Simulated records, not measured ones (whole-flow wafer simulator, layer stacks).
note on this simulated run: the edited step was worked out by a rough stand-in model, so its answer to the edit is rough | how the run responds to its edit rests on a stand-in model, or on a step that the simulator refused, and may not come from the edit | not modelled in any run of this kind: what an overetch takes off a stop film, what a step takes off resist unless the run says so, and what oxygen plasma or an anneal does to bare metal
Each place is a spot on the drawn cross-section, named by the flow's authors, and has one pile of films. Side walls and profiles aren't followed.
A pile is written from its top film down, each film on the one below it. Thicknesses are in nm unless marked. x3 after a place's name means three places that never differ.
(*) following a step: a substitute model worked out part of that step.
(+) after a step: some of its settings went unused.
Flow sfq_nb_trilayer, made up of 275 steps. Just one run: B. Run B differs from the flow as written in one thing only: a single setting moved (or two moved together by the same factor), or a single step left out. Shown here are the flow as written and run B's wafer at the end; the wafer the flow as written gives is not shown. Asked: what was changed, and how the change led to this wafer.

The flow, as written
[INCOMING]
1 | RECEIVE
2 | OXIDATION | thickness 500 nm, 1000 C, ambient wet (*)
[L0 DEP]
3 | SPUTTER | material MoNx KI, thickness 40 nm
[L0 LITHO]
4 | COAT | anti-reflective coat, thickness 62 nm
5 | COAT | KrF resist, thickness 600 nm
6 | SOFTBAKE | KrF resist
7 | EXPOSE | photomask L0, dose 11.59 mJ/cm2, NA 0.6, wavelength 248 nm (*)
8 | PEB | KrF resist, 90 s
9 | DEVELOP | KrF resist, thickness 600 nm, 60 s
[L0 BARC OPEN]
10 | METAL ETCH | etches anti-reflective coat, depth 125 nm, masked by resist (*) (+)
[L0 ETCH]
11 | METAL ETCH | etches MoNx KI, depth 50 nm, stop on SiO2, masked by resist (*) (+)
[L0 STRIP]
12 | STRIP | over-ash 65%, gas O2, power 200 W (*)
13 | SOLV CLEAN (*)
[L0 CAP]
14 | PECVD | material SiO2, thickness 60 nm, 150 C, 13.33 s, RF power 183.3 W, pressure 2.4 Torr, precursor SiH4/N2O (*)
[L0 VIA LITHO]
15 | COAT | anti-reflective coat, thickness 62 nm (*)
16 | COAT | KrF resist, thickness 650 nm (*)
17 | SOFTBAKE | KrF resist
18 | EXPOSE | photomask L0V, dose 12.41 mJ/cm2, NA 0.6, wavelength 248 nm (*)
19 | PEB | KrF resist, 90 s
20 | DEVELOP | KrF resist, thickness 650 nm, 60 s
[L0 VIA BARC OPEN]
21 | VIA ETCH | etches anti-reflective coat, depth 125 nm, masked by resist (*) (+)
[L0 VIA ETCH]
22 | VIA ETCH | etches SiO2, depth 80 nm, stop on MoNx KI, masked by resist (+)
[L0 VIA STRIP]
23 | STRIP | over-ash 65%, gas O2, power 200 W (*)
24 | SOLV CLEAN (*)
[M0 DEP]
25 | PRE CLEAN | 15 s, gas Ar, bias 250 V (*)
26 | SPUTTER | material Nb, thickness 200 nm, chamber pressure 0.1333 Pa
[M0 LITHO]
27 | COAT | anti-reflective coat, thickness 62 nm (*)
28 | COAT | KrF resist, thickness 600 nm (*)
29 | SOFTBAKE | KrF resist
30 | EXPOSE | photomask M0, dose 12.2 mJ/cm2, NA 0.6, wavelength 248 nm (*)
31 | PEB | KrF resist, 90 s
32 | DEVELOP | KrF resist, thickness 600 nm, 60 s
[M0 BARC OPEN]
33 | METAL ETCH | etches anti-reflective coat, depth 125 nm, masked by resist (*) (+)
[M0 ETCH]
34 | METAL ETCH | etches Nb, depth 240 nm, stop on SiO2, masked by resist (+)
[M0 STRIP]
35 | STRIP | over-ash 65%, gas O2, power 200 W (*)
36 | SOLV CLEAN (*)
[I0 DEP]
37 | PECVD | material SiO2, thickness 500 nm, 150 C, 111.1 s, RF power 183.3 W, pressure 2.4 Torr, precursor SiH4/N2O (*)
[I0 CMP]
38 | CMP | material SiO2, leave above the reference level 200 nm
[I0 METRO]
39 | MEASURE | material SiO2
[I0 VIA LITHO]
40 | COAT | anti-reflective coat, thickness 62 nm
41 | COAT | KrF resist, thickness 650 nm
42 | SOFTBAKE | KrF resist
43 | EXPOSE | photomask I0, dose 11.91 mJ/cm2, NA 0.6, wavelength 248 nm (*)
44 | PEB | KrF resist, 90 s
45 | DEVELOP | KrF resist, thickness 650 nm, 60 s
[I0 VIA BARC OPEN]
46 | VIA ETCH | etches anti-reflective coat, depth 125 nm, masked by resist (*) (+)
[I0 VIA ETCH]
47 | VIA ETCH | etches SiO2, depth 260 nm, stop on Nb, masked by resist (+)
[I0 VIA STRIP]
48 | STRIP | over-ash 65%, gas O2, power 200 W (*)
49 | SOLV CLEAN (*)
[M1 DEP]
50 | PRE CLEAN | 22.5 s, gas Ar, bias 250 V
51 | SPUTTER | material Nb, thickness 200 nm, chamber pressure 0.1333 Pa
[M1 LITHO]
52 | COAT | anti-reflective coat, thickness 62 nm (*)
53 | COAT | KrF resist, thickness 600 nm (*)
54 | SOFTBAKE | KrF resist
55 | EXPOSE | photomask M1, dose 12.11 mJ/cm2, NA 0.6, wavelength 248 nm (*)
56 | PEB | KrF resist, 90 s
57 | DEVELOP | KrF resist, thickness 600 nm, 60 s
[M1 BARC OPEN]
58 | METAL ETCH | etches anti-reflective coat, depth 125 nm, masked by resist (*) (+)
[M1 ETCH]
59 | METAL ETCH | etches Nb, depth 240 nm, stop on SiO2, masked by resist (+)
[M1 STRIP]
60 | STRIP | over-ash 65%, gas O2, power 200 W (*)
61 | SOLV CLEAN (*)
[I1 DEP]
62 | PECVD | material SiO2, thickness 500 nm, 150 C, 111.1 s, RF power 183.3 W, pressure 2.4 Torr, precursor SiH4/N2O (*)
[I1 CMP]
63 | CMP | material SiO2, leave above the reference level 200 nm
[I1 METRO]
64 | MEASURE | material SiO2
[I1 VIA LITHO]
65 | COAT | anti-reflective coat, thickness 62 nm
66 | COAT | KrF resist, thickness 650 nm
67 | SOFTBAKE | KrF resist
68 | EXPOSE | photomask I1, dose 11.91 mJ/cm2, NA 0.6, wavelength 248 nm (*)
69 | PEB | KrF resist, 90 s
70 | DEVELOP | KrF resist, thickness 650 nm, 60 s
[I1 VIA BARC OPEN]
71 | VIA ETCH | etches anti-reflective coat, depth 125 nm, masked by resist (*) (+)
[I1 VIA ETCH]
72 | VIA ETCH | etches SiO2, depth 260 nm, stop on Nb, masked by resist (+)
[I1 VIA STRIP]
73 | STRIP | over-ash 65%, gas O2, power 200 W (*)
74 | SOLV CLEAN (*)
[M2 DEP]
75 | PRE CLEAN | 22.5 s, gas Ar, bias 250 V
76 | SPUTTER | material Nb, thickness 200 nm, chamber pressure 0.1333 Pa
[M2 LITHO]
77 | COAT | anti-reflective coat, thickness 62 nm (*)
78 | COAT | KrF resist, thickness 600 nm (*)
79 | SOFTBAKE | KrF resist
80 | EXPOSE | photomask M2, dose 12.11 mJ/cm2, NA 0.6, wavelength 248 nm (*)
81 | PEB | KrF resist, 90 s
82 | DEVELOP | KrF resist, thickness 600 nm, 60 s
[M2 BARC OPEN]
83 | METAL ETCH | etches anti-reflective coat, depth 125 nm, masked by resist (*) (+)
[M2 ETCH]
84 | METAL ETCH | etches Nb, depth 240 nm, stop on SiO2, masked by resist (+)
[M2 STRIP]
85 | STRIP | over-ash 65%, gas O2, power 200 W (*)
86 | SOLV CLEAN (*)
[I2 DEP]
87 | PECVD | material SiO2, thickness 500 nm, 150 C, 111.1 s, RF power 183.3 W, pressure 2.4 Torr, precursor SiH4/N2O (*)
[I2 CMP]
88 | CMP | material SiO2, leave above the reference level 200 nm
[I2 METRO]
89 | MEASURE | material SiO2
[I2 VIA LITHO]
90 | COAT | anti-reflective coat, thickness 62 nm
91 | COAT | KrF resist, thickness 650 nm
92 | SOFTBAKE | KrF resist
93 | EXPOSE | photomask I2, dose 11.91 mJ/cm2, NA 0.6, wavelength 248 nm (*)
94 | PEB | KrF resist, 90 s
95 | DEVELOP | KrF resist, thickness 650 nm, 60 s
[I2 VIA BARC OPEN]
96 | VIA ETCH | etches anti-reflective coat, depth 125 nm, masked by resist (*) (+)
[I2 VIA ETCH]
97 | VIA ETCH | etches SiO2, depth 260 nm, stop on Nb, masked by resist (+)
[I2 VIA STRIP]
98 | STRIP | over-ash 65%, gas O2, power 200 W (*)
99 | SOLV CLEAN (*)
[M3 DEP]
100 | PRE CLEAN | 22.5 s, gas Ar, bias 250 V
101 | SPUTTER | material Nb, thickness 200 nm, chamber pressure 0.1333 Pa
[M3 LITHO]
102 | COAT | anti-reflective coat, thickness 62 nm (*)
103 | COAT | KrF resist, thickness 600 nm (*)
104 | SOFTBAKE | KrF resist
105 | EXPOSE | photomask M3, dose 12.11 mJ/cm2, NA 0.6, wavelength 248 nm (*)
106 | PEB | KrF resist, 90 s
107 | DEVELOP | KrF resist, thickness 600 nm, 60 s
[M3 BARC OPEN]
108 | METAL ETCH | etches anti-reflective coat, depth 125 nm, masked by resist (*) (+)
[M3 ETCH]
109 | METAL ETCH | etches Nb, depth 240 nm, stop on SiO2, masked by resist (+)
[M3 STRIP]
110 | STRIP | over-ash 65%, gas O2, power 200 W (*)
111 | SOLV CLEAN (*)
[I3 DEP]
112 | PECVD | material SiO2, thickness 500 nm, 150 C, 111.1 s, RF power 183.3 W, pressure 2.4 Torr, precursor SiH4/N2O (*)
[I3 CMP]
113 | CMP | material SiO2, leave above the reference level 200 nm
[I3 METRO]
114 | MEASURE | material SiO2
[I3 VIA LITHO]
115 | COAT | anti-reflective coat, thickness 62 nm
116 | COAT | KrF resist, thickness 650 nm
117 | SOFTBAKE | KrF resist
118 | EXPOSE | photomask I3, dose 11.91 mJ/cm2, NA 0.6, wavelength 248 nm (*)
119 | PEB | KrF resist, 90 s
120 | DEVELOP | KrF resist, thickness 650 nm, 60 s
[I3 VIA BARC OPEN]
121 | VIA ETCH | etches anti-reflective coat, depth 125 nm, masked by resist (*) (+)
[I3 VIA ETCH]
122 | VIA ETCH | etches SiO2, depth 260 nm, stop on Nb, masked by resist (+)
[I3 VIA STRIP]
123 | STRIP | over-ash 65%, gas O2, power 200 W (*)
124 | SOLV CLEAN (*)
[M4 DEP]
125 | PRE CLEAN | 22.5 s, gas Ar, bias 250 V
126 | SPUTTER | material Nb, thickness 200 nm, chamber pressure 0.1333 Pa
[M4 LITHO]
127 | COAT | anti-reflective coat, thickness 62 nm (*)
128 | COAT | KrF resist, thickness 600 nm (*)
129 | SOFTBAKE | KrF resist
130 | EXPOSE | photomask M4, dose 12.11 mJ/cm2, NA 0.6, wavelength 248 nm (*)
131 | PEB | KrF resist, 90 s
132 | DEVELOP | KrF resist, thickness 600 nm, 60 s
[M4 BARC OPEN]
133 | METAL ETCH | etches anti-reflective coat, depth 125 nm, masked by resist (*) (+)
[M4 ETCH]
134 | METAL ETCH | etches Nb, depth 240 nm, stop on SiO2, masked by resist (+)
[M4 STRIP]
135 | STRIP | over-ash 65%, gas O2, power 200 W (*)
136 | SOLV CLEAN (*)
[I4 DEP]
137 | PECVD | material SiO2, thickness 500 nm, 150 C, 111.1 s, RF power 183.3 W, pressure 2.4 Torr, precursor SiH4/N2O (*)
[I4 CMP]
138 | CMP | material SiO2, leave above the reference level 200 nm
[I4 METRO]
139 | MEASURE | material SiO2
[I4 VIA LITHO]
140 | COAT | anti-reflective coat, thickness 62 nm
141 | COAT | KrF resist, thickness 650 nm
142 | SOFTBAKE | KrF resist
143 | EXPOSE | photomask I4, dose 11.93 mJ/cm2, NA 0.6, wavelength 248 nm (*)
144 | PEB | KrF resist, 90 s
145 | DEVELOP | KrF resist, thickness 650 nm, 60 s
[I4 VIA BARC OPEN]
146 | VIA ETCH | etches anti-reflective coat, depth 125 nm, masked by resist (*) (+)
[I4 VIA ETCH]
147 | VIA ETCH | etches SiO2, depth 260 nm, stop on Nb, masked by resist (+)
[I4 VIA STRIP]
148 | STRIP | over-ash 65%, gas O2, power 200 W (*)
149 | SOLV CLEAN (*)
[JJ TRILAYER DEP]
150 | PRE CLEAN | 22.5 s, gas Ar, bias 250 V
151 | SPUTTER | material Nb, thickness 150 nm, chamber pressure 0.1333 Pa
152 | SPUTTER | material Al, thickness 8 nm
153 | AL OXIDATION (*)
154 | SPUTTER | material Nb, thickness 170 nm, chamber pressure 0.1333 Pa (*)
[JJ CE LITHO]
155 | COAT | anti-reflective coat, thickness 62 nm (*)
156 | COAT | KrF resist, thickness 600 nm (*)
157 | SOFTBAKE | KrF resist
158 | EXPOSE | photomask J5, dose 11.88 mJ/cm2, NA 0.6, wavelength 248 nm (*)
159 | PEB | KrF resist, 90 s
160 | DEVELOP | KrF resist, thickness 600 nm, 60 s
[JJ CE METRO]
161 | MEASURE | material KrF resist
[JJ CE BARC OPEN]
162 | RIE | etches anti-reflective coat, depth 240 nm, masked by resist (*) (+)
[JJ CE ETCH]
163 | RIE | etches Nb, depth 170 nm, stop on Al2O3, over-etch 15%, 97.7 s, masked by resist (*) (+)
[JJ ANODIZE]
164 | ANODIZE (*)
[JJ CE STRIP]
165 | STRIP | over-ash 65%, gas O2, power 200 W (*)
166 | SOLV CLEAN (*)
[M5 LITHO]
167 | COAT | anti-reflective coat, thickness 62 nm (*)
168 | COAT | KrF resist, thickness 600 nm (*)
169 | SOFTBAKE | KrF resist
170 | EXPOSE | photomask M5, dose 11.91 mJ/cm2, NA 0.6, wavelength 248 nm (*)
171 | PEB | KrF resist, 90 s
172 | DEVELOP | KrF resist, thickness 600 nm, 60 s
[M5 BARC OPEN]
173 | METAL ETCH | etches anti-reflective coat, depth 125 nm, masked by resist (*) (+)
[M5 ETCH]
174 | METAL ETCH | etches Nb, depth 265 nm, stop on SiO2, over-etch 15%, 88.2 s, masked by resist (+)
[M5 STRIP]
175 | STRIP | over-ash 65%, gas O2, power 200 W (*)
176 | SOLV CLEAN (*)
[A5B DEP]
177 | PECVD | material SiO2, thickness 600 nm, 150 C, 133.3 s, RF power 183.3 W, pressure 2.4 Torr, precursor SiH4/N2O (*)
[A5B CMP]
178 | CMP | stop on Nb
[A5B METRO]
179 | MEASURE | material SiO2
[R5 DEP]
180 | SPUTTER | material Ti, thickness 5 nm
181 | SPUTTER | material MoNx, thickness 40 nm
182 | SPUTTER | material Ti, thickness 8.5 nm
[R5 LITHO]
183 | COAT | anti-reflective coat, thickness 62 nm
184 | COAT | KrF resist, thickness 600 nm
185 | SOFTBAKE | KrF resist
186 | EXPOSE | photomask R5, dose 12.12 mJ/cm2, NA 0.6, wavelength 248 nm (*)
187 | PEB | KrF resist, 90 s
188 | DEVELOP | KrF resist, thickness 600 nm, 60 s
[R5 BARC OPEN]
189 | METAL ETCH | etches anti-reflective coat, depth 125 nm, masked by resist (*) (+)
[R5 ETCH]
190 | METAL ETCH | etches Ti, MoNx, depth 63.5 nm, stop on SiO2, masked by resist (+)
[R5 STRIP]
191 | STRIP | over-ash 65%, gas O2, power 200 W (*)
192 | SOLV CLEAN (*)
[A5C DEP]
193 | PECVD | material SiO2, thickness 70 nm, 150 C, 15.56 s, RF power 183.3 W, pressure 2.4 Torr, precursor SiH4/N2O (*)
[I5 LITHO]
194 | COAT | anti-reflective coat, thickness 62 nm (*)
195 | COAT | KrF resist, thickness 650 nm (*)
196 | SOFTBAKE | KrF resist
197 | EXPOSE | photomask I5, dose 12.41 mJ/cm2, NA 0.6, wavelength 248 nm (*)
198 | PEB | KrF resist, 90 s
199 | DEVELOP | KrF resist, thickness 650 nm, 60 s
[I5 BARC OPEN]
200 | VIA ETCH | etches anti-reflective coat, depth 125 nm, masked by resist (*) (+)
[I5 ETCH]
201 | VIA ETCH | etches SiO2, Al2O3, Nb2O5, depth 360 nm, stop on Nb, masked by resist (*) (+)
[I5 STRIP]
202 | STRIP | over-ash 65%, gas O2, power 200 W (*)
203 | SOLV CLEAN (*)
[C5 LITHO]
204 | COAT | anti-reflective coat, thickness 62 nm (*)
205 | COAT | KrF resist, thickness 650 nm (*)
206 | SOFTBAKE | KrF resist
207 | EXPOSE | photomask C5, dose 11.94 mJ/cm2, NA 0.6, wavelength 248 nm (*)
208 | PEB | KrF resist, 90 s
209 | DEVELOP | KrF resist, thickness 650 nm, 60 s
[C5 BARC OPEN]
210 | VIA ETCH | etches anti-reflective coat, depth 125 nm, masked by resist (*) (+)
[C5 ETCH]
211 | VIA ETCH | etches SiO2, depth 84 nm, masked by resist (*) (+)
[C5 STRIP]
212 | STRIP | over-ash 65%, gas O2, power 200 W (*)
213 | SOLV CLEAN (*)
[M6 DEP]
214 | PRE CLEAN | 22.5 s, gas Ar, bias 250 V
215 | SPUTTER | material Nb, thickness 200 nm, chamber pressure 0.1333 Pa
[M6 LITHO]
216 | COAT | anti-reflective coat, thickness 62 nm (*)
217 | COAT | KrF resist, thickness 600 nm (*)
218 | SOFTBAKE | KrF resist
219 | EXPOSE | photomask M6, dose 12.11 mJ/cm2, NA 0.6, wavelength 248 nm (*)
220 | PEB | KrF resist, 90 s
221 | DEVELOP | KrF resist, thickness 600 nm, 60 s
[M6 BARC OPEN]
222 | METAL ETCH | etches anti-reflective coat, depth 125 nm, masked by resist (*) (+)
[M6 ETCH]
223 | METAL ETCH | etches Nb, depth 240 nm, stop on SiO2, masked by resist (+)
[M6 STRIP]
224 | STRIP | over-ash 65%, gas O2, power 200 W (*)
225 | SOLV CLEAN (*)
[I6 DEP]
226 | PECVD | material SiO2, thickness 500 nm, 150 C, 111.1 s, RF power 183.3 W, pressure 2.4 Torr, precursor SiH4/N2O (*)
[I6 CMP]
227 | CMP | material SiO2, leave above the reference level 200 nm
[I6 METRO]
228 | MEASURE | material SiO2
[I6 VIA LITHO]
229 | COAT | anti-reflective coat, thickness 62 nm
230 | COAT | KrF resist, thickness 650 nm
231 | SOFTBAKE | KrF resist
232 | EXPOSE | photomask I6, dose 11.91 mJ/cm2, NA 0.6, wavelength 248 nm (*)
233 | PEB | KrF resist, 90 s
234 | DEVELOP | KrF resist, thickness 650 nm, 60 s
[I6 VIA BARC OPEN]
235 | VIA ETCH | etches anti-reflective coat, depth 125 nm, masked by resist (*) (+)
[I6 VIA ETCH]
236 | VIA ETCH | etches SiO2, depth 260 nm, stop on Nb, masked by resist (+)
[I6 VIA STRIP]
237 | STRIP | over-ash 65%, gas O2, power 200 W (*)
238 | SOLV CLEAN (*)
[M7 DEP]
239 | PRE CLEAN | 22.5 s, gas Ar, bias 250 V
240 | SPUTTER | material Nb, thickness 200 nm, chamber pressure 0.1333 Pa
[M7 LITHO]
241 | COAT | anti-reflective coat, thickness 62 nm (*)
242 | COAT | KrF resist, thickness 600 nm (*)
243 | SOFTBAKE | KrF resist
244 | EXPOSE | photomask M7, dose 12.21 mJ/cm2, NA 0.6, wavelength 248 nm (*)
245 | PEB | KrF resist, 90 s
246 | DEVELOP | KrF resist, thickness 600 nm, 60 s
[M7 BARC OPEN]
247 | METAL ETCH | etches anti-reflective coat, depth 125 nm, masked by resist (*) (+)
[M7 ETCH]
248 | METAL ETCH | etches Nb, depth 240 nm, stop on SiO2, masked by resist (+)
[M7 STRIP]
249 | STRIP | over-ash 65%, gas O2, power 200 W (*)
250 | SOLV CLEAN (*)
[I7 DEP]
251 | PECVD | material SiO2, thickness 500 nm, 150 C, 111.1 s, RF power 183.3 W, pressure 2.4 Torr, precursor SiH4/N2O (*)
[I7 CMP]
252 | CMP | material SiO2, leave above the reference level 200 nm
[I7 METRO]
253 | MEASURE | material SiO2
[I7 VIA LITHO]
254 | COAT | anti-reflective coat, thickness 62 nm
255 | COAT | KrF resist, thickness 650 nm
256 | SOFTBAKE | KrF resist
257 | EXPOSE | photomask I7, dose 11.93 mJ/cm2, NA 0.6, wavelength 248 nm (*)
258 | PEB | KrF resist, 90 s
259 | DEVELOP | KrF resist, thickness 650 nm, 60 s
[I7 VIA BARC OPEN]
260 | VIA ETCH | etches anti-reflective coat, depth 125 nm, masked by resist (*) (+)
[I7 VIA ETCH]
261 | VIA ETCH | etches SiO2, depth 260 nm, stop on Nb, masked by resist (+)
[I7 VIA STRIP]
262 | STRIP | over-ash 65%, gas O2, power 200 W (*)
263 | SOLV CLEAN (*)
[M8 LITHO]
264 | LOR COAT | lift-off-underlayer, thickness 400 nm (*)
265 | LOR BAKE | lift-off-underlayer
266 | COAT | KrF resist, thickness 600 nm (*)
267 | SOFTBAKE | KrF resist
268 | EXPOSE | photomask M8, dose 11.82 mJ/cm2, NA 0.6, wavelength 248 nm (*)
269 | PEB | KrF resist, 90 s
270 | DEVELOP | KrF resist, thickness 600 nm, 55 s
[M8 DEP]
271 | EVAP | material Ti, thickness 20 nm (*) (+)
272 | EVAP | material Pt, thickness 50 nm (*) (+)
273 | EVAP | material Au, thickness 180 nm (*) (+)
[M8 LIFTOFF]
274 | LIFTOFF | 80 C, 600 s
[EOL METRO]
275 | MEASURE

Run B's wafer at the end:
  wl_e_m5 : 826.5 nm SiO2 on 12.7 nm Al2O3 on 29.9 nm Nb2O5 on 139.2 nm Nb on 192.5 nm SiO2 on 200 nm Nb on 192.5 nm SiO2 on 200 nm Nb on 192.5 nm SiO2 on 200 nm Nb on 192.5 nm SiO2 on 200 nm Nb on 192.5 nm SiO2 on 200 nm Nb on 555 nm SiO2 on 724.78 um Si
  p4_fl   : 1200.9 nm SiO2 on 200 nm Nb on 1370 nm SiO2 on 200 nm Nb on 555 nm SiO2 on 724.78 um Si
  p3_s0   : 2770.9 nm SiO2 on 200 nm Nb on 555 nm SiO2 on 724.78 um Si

The reason: step 251, PECVD: thickness 225 nm was run, though the flow has thickness 500 nm; step 251, PECVD: 50 s was run, where the flow has 111.1 s.

How this came from the change, step by step:
  251 | PECVD | material SiO2, thickness 500 nm, 150 C, 111.1 s, RF power 183.3 W, pressure 2.4 Torr, precursor SiH4/N2O (*)
      field_l, p4_fl, p4_fm and 56 more: +225 SiO2 (in the flow as written it would be: +500 SiO2)
      v_sur, via_wl, via_w and 37 more: +225 SiO2 (new film) (in the flow as written it would be: +500 SiO2 (new film))
      (and at 7 other places as well)
  252 | CMP | material SiO2, leave above the reference level 200 nm
      field_l, p4_fl, p4_fm and 56 more: nothing (in the flow as written it would be: -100 SiO2)
      field_r, lsp_l: nothing (in the flow as written it would be: -77.7 SiO2)
      (and at 45 other places as well)
  254 | COAT | anti-reflective coat, thickness 62 nm
      wl_d_sl, wl_d_m1, wl_d_sr, wl_e_sl, m5r_space_l, m5r_space_r: +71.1 anti-reflective coat (new film) (in the flow as written it would be: +62 anti-reflective coat (new film))
      jj_sur, ce_l, c5j, sp_r, be_r: +54 anti-reflective coat (new film) (in the flow as written it would be: +62 anti-reflective coat (new film))
      (and at 83 other places as well)
  255 | COAT | KrF resist, thickness 650 nm
      m0r_line_l, m0r_line_r, m6r_line_l, m6r_line_r: +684 KrF resist (new film) (in the flow as written it would be: +650 KrF resist (new film))
      m0r_space_l, m0r_space_r, m6r_space_l, m6r_space_r: +673 KrF resist (new film) (in the flow as written it would be: +650 KrF resist (new film))
      (and at 77 other places as well)
  259 | DEVELOP | KrF resist, thickness 650 nm, 60 s
      via_wl: -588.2 KrF resist (all of it) (in the flow as written it would be: -648.6 KrF resist (all of it))
      via_w: -597.8 KrF resist (all of it) (in the flow as written it would be: -648.6 KrF resist (all of it))
      (and at 1 other place as well)
  260 | VIA ETCH | etches anti-reflective coat, depth 125 nm, masked by resist (*) (+)
      field_l, v_sur, via_sp and 100 more: -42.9 KrF resist (in the flow as written it would be: -51.7 KrF resist)
      via_wl: -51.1 anti-reflective coat (all of it), -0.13 SiO2 (in the flow as written it would be: -62 anti-reflective coat (all of it), -0.16 SiO2)
      (and at 2 other places as well)
  262 | STRIP | over-ash 65%, gas O2, power 200 W (*)
      m0r_line_l, m0r_line_r, m6r_line_l, m6r_line_r: -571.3 KrF resist (all of it), -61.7 anti-reflective coat (all of it) (in the flow as written it would be: -528.6 KrF resist (all of it), -62 anti-reflective coat (all of it))
      m0r_space_l, m0r_space_r, m6r_space_l, m6r_space_r: -560.3 KrF resist (all of it), -81.3 anti-reflective coat (all of it) (in the flow as written it would be: -528.6 KrF resist (all of it), -62 anti-reflective coat (all of it))
      (and at 91 other places as well)
  264 | LOR COAT | lift-off-underlayer, thickness 400 nm (*)
      m0r_line_l, m0r_line_r, m6r_line_l, m6r_line_r: +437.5 lift-off-underlayer (new film) (in the flow as written it would be: +400 lift-off-underlayer (new film))
      m0r_space_l, m0r_space_r, m6r_space_l, m6r_space_r: +453.6 lift-off-underlayer (new film) (in the flow as written it would be: +400 lift-off-underlayer (new film))
      (and at 83 other places as well)
  266 | COAT | KrF resist, thickness 600 nm (*)
      m0r_line_l, m0r_line_r, m6r_line_l, m6r_line_r: +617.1 KrF resist (new film) (in the flow as written it would be: +600 KrF resist (new film))
      c5j, ce_r: +576.6 KrF resist (new film) (in the flow as written it would be: +597.1 KrF resist (new film))
      (and at 55 other places as well)
  270 | DEVELOP | KrF resist, thickness 600 nm, 55 s
      field_l: -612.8 KrF resist (all of it), -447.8 lift-off-underlayer (all of it) (in the flow as written it would be: -593.7 KrF resist (all of it), -388.2 lift-off-underlayer (all of it))
      v_sur: -587.9 KrF resist (all of it), -304.4 lift-off-underlayer (all of it) (in the flow as written it would be: -607.3 KrF resist (all of it), -369.4 lift-off-underlayer (all of it))
      (and at 9 other places as well)
  274 | LIFTOFF | 80 C, 600 s
      m0r_line_l, m0r_line_r, m6r_line_l, m6r_line_r: -180 Au (all of it), -50 Pt (all of it), -20 Ti (all of it), -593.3 KrF resist (all of it), -437.5 lift-off-underlayer (all of it) (in the flow as written it would be: -180 Au (all of it), -50 Pt (all of it), -20 Ti (all of it), -576.2 KrF resist (all of it), -400 lift-off-underlayer (all of it))
      m0r_space_l, m0r_space_r, m6r_space_l, m6r_space_r: -180 Au (all of it), -50 Pt (all of it), -20 Ti (all of it), -580.3 KrF resist (all of it), -453.6 lift-off-underlayer (all of it) (in the flow as written it would be: -180 Au (all of it), -50 Pt (all of it), -20 Ti (all of it), -576.2 KrF resist (all of it), -400 lift-off-underlayer (all of it))
      (and at 72 other places as well)
